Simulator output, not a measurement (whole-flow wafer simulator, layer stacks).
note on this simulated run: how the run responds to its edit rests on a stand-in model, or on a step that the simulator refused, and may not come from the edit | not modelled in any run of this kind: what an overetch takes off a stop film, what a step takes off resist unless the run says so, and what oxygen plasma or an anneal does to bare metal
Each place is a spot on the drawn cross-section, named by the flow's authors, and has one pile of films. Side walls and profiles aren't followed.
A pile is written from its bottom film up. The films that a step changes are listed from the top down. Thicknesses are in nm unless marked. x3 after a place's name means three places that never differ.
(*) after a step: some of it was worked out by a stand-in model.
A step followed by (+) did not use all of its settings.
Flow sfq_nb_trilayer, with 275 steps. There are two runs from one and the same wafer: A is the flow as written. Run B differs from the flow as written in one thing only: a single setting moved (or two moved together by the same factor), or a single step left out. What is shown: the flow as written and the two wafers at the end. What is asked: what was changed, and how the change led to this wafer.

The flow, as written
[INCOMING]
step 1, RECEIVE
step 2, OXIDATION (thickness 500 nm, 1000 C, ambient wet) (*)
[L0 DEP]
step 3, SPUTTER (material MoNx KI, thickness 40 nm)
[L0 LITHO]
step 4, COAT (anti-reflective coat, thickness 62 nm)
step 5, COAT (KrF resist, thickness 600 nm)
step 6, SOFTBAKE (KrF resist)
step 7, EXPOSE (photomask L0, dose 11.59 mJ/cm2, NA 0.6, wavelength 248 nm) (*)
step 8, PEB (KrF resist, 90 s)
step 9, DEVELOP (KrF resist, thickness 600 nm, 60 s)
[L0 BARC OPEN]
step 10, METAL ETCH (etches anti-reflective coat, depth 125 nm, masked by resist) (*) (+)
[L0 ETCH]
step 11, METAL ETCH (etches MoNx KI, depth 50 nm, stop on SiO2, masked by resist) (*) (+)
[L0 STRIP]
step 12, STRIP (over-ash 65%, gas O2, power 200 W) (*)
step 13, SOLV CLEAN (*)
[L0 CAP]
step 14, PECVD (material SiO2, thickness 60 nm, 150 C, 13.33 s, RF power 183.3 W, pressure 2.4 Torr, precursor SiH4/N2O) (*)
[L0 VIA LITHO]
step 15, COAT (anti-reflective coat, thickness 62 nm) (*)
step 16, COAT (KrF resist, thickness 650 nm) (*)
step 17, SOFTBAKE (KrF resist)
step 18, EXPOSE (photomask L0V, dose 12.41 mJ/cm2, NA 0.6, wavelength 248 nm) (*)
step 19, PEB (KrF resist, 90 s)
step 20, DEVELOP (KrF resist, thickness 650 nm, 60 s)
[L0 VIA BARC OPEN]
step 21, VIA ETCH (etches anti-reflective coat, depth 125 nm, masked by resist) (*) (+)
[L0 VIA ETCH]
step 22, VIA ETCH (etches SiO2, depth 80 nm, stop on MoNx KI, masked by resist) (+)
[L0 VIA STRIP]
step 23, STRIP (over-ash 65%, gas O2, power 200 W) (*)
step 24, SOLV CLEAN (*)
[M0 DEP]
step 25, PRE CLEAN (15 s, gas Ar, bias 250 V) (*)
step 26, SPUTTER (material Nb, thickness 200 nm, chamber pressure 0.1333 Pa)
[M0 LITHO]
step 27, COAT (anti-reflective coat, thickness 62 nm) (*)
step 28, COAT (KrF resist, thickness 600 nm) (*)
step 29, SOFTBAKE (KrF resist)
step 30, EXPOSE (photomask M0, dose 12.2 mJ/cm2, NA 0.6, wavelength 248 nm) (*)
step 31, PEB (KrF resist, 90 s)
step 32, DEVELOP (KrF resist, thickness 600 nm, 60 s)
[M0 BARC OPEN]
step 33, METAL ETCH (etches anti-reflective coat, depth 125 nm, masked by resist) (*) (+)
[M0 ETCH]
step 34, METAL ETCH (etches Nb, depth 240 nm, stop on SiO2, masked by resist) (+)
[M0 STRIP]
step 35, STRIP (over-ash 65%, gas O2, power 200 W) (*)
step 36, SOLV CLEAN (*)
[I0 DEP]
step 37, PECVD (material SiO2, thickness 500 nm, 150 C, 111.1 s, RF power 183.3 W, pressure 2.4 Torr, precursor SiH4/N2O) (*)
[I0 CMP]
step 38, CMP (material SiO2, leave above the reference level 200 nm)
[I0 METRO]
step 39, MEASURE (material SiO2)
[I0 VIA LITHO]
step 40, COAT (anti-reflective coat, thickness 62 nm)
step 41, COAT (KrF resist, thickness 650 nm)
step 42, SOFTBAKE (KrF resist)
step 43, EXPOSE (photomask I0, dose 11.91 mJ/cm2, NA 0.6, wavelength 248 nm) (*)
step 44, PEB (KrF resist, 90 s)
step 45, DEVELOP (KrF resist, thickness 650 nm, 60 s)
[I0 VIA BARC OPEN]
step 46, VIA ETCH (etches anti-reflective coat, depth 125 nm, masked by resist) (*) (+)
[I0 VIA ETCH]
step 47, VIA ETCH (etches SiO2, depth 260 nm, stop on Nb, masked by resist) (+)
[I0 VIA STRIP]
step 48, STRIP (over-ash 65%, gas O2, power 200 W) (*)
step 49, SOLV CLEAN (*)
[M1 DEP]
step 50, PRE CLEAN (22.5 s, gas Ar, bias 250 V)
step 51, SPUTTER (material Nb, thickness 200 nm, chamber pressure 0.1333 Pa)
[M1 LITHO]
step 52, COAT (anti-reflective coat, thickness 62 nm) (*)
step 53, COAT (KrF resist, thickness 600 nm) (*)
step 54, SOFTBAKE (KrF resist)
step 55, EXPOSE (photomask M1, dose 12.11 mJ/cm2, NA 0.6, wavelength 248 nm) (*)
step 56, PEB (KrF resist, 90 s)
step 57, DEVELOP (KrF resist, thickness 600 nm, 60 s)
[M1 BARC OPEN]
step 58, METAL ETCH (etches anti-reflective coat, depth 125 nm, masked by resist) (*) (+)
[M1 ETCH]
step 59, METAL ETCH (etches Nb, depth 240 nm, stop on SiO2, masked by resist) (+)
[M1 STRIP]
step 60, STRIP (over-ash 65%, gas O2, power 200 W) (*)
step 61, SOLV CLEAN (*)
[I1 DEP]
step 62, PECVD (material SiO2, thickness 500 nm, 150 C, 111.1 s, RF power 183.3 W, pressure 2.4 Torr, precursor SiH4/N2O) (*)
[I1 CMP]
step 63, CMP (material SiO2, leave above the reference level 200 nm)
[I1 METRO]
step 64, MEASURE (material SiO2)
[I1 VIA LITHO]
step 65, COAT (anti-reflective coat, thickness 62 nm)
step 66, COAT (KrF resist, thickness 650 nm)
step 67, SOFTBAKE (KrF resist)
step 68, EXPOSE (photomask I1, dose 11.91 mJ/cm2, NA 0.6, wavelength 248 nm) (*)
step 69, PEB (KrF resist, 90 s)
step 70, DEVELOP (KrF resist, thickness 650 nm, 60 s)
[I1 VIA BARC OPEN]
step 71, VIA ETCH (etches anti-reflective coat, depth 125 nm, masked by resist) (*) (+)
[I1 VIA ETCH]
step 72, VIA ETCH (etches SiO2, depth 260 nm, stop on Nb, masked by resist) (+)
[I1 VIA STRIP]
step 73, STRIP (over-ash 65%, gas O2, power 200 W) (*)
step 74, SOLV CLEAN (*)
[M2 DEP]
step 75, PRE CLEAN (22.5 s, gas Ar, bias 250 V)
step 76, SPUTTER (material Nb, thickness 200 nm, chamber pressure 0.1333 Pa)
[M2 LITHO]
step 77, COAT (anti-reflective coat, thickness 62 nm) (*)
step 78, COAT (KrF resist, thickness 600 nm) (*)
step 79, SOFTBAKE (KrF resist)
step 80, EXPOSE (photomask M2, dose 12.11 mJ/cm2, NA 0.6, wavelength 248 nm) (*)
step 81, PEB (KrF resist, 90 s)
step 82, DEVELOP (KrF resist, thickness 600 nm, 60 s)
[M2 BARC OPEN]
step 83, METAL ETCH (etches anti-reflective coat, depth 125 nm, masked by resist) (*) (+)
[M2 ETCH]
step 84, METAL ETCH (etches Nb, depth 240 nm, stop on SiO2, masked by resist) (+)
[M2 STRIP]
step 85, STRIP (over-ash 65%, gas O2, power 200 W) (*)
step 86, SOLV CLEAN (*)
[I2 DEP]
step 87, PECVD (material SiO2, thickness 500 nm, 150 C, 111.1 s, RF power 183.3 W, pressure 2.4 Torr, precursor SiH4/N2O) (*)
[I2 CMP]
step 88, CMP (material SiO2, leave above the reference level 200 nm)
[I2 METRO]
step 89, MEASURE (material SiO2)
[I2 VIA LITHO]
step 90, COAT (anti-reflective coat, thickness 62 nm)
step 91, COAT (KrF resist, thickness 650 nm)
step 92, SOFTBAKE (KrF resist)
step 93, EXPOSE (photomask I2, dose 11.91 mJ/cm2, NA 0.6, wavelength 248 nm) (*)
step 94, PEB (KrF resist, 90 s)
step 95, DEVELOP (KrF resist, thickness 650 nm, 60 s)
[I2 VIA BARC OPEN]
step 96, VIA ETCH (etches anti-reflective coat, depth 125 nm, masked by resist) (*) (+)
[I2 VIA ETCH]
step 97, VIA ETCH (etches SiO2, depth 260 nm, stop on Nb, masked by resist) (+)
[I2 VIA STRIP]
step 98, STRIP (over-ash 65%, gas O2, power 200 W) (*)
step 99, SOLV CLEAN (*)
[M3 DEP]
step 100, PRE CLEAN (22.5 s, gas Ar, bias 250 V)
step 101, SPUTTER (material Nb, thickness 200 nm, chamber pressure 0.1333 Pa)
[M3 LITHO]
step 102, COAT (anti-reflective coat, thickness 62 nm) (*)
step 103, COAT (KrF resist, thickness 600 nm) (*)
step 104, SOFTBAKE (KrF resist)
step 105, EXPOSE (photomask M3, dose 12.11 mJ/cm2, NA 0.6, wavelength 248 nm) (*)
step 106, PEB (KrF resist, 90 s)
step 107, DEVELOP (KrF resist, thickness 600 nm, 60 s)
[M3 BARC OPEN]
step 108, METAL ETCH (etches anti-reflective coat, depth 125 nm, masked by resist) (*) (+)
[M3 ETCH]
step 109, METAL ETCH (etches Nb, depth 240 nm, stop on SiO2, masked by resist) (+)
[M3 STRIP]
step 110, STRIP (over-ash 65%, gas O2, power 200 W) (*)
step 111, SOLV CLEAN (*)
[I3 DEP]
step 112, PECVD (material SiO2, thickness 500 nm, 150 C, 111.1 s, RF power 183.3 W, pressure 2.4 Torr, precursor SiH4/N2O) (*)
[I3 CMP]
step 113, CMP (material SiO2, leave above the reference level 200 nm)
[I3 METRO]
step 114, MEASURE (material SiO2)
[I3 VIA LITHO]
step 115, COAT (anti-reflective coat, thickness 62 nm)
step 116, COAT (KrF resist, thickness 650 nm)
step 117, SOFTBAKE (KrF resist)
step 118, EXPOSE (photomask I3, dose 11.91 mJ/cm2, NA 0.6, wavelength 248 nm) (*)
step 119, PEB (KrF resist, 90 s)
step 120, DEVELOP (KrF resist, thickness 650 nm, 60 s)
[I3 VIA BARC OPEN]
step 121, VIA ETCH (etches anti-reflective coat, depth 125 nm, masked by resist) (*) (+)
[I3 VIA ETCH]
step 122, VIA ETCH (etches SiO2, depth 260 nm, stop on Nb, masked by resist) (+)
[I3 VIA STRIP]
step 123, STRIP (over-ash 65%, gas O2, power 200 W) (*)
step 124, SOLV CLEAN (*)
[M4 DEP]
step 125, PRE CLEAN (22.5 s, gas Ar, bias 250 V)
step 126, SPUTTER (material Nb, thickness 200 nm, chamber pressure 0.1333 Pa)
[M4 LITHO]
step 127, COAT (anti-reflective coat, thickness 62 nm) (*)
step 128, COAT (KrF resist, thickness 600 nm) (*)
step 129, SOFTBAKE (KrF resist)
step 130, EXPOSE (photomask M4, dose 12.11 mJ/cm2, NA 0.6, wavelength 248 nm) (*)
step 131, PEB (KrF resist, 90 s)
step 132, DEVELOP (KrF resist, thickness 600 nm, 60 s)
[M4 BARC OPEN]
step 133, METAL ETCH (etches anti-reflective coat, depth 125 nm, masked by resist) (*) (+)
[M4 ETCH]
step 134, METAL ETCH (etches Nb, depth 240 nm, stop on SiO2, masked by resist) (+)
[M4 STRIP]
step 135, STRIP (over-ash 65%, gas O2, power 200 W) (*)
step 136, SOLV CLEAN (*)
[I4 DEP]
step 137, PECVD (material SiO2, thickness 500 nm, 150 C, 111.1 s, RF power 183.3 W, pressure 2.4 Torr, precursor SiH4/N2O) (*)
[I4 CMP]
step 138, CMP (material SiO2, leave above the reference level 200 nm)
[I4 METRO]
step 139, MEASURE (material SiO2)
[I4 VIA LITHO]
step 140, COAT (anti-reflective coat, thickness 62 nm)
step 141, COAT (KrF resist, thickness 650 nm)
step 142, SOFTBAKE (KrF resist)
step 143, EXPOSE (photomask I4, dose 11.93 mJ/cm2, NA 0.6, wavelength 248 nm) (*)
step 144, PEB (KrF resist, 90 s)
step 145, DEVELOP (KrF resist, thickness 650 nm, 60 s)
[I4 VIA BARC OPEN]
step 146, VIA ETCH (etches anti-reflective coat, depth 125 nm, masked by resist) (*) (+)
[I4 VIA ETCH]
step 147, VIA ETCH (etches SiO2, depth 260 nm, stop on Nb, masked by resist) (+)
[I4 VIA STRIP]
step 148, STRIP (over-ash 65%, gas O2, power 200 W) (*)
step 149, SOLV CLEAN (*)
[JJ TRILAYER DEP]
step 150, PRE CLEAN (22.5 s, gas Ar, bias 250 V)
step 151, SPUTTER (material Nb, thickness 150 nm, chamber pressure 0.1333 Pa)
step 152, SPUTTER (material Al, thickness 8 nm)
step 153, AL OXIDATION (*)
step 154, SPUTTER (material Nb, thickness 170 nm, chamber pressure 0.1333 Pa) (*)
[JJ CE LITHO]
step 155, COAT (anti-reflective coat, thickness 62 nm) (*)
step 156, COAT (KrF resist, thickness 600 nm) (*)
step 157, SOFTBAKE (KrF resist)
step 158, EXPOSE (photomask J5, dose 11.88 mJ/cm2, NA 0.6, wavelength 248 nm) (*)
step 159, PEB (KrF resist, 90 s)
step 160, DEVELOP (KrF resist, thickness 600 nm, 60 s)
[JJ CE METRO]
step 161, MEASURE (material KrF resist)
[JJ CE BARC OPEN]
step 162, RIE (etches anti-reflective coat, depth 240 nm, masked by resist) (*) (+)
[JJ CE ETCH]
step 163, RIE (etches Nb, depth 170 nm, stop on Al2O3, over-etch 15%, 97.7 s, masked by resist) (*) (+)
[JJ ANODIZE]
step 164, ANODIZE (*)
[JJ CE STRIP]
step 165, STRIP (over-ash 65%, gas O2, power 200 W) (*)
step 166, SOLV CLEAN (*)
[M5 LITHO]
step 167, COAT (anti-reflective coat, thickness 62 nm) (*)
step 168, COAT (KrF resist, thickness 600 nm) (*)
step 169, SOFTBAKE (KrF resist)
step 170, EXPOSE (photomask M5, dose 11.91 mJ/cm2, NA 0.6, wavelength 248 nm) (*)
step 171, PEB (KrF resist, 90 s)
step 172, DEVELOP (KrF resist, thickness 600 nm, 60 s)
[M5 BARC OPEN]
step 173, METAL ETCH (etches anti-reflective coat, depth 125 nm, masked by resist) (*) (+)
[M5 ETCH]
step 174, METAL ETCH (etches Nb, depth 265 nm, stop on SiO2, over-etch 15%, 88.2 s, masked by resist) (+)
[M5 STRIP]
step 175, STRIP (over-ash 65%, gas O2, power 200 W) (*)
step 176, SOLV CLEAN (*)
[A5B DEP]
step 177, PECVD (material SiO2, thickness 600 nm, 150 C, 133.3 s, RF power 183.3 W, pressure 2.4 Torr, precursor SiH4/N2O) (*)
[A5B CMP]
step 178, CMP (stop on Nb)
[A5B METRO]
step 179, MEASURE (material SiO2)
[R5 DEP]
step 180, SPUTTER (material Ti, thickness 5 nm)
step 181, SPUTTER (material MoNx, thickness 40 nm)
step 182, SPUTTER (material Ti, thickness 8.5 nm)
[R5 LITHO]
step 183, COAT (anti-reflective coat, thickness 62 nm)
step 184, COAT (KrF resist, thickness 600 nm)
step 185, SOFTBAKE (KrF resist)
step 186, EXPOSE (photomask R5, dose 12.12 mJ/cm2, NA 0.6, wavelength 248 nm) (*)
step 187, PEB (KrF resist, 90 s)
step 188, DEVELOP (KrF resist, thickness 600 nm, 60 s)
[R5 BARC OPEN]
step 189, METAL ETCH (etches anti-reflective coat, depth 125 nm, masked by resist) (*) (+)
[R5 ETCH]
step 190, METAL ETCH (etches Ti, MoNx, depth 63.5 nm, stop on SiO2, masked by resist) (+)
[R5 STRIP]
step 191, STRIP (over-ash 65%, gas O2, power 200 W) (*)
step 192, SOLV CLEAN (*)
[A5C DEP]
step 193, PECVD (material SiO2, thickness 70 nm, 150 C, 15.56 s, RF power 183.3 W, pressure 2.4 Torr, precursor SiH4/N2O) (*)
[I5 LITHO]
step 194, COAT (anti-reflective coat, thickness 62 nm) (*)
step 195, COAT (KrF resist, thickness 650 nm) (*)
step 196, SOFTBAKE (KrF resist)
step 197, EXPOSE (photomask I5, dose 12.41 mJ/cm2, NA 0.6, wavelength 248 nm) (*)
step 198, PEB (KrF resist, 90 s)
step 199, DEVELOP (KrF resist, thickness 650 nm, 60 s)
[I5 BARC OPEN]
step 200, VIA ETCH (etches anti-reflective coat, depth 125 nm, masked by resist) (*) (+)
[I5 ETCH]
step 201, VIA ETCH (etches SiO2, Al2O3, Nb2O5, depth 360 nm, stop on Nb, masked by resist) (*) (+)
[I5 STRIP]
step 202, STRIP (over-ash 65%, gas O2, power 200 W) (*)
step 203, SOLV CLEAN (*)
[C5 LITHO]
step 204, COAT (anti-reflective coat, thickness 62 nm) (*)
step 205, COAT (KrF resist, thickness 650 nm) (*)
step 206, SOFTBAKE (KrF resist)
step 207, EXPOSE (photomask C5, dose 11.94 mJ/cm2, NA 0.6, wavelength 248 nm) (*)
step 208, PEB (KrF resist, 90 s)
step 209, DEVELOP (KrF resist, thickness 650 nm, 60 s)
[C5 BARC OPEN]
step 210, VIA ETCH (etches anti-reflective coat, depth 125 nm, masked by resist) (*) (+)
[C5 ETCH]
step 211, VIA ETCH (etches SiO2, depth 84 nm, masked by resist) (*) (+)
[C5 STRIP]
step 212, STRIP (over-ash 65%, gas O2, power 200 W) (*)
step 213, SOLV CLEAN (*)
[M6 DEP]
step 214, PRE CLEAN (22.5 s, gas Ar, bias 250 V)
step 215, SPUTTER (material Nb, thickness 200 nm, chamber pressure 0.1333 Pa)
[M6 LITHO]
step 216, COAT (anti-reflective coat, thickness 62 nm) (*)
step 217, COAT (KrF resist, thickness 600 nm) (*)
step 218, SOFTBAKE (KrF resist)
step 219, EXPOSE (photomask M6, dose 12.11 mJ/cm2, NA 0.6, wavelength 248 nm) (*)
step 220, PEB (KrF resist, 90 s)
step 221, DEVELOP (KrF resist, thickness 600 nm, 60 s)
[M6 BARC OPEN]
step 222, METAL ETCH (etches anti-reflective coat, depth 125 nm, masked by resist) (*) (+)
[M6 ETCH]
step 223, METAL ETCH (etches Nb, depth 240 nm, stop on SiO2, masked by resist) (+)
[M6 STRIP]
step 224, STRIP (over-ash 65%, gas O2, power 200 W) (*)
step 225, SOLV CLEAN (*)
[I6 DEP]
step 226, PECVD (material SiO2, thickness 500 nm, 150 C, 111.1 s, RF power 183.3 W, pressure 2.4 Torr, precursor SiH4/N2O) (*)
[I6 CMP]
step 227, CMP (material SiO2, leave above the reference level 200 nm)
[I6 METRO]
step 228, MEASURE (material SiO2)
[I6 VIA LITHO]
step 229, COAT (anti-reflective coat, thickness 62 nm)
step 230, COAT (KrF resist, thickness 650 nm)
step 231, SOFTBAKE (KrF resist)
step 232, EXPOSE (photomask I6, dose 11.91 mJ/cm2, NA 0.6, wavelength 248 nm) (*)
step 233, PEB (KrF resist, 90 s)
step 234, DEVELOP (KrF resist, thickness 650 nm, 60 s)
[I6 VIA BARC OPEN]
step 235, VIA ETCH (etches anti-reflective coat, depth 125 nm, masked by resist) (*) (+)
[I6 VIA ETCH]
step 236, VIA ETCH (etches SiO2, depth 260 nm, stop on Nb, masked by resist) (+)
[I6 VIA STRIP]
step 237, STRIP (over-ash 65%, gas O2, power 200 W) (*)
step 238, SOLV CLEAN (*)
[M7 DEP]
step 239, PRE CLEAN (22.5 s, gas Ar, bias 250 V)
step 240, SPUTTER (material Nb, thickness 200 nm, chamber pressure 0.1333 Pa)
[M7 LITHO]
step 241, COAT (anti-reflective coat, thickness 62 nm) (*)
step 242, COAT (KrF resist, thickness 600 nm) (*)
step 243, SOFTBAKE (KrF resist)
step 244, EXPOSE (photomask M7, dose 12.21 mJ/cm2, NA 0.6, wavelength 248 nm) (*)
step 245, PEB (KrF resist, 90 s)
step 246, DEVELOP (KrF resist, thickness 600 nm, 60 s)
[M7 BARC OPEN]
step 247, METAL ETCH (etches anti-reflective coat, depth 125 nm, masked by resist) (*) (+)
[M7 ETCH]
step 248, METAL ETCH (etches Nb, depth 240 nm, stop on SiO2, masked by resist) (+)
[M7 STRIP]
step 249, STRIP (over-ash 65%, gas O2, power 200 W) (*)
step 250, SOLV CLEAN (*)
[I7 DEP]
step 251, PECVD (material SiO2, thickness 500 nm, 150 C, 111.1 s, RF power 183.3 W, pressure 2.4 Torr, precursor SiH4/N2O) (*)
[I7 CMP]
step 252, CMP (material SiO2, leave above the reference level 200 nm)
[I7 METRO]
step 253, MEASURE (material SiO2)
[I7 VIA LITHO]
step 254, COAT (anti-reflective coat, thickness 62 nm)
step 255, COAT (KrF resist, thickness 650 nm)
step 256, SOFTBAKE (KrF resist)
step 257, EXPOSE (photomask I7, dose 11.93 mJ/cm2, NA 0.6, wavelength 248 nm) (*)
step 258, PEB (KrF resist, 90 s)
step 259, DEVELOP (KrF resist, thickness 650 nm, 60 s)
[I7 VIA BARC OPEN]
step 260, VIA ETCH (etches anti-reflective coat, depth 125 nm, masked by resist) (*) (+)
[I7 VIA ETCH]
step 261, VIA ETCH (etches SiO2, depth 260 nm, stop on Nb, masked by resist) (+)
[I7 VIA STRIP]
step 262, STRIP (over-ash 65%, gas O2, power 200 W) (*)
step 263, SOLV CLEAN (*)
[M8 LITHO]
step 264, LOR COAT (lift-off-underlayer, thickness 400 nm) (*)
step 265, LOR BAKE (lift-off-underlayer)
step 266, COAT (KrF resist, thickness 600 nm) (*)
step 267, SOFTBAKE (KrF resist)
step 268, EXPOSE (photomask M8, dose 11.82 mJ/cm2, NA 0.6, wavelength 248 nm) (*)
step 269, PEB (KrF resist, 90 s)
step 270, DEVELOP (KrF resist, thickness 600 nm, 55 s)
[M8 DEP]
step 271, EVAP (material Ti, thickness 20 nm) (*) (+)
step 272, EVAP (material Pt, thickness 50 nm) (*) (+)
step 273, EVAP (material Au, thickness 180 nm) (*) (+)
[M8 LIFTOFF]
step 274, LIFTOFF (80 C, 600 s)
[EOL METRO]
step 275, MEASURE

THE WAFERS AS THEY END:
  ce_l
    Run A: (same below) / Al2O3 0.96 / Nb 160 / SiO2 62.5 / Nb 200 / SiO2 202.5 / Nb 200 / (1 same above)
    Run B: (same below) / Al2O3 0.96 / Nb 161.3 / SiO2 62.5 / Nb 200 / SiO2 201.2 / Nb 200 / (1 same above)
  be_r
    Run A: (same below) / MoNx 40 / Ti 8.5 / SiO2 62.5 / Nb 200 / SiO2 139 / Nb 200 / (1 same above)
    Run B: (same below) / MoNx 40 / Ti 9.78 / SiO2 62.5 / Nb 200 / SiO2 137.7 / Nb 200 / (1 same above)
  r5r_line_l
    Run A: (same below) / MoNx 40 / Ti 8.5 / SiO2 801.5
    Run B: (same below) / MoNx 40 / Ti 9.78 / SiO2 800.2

The reason: step 182, SPUTTER: thickness 9.775 nm was run, whereas the flow has thickness 8.5 nm.
The wafer itself shows it: be_r has Ti 9.78, and step 182 as written asks for 8.5 nm.

Step by step, how the change led to this:
  step 182, SPUTTER (material Ti, thickness 8.5 nm)
      field_l, v_sur, via_wl and 103 more: A +8.5 Ti (new film) | B +9.78 Ti (new film)
  step 190, METAL ETCH (etches Ti, MoNx, depth 63.5 nm, stop on SiO2, masked by resist) (+)
      field_l, v_sur, via_wl and 92 more: A -8.5 Ti (all of it), -40 MoNx (all of it), -5 Ti (all of it) | B -9.78 Ti (all of it), -40 MoNx (all of it), -5 Ti (all of it)
      ce_l, c5j, ce_r, wl_jj: A -8.5 Ti (all of it), -40 MoNx (all of it), -5 Ti (all of it), -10 Nb | B -9.78 Ti (all of it), -40 MoNx (all of it), -5 Ti (all of it), -8.72 Nb
